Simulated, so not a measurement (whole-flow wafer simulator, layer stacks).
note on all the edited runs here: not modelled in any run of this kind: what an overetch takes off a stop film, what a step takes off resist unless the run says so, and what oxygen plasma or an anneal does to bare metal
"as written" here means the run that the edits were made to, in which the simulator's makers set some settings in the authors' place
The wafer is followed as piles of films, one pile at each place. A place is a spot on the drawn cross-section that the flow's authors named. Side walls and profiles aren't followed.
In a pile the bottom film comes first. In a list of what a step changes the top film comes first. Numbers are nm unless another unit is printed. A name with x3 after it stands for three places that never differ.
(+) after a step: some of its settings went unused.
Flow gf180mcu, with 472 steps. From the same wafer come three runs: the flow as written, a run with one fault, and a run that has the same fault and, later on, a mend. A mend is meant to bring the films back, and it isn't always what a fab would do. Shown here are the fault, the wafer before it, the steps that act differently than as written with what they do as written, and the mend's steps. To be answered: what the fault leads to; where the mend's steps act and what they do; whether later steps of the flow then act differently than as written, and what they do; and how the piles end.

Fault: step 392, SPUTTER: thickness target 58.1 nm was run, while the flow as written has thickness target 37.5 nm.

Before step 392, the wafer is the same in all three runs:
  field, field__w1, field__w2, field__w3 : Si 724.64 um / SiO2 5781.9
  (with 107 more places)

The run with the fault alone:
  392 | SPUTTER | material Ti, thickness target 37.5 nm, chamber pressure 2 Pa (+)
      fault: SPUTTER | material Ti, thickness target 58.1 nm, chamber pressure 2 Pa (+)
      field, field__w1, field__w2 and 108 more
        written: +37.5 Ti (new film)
        fault: +58.1 Ti (new film)
  Steps further on in the flow that do not act as written (1 more step, not shown, differs only slightly: by at most 2% or 0.5 nm, whichever is larger):
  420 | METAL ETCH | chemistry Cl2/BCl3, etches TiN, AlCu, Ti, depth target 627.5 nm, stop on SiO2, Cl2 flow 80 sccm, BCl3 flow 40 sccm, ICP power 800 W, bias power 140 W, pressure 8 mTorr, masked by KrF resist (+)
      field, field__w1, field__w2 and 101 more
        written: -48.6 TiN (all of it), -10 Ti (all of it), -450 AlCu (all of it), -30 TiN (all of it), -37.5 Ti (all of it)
        fault: -48.6 TiN (all of it), -10 Ti (all of it), -450 AlCu (all of it), -30 TiN (all of it), -58.1 Ti (all of it)
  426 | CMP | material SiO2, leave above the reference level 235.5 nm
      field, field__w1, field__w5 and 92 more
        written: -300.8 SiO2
        fault: -280.2 SiO2
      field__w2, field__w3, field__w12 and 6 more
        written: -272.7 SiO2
        fault: -251.1 SiO2
  By the end, the piles at field__w4, field__w8, contact, m1, m1__w1, mim, mim_1p0, m1_nw depart from the flow's by more than 2% or 0.5 nm, whichever is larger.
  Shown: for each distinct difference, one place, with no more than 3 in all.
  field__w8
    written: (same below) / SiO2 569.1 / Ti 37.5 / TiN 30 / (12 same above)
    fault: (same below) / SiO2 569.1 / Ti 58.1 / TiN 30 / (12 same above)
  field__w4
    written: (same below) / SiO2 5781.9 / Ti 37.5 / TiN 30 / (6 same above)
    fault: (same below) / SiO2 5781.9 / Ti 58.1 / TiN 30 / (6 same above)
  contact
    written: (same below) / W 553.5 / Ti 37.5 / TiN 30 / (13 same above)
    fault: (same below) / W 553.5 / Ti 58.1 / TiN 30 / (13 same above)

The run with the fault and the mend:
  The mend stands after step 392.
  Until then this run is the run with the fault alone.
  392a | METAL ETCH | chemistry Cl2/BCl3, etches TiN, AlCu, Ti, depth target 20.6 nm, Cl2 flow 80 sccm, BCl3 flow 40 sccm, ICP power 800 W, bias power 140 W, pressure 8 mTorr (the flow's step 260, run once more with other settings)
      field, field__w1, field__w2 and 108 more
        -20.6 Ti
  None of the later steps of the flow acts differently than as written at any place that is followed.
  At every place that both follow, the piles at the end match the flow's.
